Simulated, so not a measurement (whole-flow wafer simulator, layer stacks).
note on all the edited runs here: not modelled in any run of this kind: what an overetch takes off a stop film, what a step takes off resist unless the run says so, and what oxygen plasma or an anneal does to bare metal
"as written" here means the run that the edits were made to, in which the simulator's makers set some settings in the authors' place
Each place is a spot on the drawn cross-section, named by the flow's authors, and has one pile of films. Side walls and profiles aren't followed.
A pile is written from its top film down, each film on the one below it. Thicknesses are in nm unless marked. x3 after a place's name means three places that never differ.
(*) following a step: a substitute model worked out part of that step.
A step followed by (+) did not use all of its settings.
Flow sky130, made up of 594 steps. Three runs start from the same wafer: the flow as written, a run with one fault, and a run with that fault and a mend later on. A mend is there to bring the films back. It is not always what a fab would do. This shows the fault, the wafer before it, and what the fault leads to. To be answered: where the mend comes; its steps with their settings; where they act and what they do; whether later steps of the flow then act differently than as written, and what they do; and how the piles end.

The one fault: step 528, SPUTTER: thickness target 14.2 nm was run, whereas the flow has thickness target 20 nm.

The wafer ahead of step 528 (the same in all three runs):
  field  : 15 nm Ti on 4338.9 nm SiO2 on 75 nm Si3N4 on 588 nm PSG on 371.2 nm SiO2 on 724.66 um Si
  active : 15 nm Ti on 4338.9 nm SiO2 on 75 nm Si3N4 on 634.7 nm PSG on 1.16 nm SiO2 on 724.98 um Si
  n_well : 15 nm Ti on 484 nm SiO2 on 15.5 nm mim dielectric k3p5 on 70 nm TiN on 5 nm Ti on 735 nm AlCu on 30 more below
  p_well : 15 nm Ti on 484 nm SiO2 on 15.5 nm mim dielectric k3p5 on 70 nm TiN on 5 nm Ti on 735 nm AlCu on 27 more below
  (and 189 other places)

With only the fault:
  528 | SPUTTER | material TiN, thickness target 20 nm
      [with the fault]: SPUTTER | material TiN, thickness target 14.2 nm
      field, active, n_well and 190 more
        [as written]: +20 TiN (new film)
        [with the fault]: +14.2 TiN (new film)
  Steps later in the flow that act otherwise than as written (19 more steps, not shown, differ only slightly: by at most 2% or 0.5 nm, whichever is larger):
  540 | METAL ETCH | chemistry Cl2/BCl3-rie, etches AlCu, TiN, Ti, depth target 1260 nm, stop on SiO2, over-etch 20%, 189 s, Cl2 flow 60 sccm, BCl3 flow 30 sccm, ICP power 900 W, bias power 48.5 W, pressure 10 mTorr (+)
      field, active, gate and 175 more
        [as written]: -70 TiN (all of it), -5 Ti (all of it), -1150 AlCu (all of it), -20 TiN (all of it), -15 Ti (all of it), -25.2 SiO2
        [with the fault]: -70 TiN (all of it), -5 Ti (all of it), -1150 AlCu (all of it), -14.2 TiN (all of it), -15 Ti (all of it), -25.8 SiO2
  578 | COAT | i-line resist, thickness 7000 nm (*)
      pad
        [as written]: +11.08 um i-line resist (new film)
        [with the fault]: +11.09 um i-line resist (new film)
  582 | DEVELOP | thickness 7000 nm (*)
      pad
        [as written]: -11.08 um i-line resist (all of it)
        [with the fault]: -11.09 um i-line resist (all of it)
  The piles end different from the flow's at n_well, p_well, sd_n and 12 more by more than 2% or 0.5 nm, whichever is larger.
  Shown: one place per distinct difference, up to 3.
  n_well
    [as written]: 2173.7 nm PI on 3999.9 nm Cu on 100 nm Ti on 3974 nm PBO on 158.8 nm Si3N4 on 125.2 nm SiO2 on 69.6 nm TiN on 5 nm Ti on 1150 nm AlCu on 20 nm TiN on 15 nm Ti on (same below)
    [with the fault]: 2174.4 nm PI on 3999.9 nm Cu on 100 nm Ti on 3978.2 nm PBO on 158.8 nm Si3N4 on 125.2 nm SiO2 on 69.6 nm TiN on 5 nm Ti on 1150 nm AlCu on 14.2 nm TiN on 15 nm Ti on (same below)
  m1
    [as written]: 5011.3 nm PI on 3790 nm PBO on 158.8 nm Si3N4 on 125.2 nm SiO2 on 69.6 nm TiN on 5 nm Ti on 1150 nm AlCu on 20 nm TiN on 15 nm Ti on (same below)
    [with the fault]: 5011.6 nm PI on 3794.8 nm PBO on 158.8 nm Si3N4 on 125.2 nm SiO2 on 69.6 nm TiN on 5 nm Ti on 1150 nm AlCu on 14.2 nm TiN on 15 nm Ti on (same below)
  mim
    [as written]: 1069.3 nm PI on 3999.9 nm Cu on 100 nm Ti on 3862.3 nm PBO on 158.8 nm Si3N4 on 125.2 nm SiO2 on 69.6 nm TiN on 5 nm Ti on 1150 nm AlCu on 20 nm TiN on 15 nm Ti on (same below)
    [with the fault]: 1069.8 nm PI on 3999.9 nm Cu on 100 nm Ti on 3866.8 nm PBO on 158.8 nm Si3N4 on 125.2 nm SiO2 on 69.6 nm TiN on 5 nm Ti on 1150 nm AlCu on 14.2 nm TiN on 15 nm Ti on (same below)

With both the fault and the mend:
  The mend stands after step 528.
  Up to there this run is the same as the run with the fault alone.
  528a | SPUTTER | material TiN, thickness target 5.8 nm (the flow's step 528 again, with other settings)
      field, active, n_well and 190 more
        +5.8 TiN
  None of the later steps of the flow acts differently than as written at any place that is followed.
  At every place that both follow, the piles at the end match the flow's.
